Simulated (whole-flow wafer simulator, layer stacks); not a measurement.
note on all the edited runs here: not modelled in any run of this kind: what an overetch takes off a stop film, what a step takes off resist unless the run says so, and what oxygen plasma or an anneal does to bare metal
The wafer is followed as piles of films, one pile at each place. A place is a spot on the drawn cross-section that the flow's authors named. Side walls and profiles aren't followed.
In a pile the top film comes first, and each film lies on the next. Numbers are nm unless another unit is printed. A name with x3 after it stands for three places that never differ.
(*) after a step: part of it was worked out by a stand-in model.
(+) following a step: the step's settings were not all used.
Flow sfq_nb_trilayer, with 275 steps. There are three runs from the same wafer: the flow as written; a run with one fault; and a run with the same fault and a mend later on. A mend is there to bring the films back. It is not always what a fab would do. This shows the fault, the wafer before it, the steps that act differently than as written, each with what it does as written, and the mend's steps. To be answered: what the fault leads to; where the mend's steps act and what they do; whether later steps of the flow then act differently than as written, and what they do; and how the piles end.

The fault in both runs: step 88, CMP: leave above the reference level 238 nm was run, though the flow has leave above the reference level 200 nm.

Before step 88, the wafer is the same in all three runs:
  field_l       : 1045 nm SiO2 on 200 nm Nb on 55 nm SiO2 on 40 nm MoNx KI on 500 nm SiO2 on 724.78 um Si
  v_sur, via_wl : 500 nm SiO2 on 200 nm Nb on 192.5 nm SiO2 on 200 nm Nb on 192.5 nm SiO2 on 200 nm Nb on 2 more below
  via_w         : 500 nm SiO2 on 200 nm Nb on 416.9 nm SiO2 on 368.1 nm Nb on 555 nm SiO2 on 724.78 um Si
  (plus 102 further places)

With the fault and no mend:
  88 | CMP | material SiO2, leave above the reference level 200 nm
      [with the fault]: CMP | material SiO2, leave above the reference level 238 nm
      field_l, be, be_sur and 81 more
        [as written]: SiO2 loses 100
        [with the fault]: SiO2 loses 62
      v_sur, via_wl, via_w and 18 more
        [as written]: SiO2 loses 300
        [with the fault]: SiO2 loses 262
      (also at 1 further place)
  Steps further on in the flow that do not act as written (3 other steps are not shown; they differ only slightly, by no more than 2% or 0.5 nm, whichever is larger):
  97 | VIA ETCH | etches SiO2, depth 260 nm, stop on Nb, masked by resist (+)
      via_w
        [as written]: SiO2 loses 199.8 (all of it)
        [with the fault]: SiO2 loses 237.8 (all of it)
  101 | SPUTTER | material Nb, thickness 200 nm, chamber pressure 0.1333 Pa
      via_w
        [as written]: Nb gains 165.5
        [with the fault]: Nb gains 157.4
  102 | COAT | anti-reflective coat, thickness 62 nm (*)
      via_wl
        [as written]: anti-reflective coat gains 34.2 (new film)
        [with the fault]: anti-reflective coat gains 32.7 (new film)
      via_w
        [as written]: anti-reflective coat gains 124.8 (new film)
        [with the fault]: anti-reflective coat gains 133 (new film)
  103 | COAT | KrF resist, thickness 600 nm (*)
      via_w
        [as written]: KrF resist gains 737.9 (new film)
        [with the fault]: KrF resist gains 769.5 (new film)
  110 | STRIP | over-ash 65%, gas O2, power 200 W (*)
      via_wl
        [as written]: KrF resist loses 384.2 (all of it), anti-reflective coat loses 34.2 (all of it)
        [with the fault]: KrF resist loses 380.7 (all of it), anti-reflective coat loses 32.7 (all of it)
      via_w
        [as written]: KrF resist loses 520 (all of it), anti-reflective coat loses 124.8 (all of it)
        [with the fault]: KrF resist loses 551.4 (all of it), anti-reflective coat loses 133 (all of it)
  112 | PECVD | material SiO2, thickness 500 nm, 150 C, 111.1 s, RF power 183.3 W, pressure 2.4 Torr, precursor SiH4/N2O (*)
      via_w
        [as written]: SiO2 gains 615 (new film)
        [with the fault]: SiO2 gains 661.1 (new film)
  By the end, the piles at v_sur, via_wl, via_w and 74 more depart from the flow's by more than 2% or 0.5 nm, whichever is larger.
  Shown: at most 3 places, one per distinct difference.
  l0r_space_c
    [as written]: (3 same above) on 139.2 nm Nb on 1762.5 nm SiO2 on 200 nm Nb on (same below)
    [with the fault]: (3 same above) on 139.2 nm Nb on 1800.5 nm SiO2 on 200 nm Nb on (same below)
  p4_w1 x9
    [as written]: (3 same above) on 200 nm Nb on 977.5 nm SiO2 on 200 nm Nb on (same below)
    [with the fault]: (3 same above) on 200 nm Nb on 1015.5 nm SiO2 on 200 nm Nb on (same below)
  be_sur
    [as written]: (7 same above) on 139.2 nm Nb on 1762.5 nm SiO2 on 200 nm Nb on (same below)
    [with the fault]: (7 same above) on 139.2 nm Nb on 1800.5 nm SiO2 on 200 nm Nb on (same below)

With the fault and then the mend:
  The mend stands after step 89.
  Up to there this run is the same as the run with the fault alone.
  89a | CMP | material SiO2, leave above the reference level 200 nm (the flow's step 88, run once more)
      field_l, v_sur, via_wl and 103 more
        SiO2 loses 38
  Every later step of the flow that is run acts as written at every place that is followed.
  At every place that both follow, the piles at the end match the flow's.
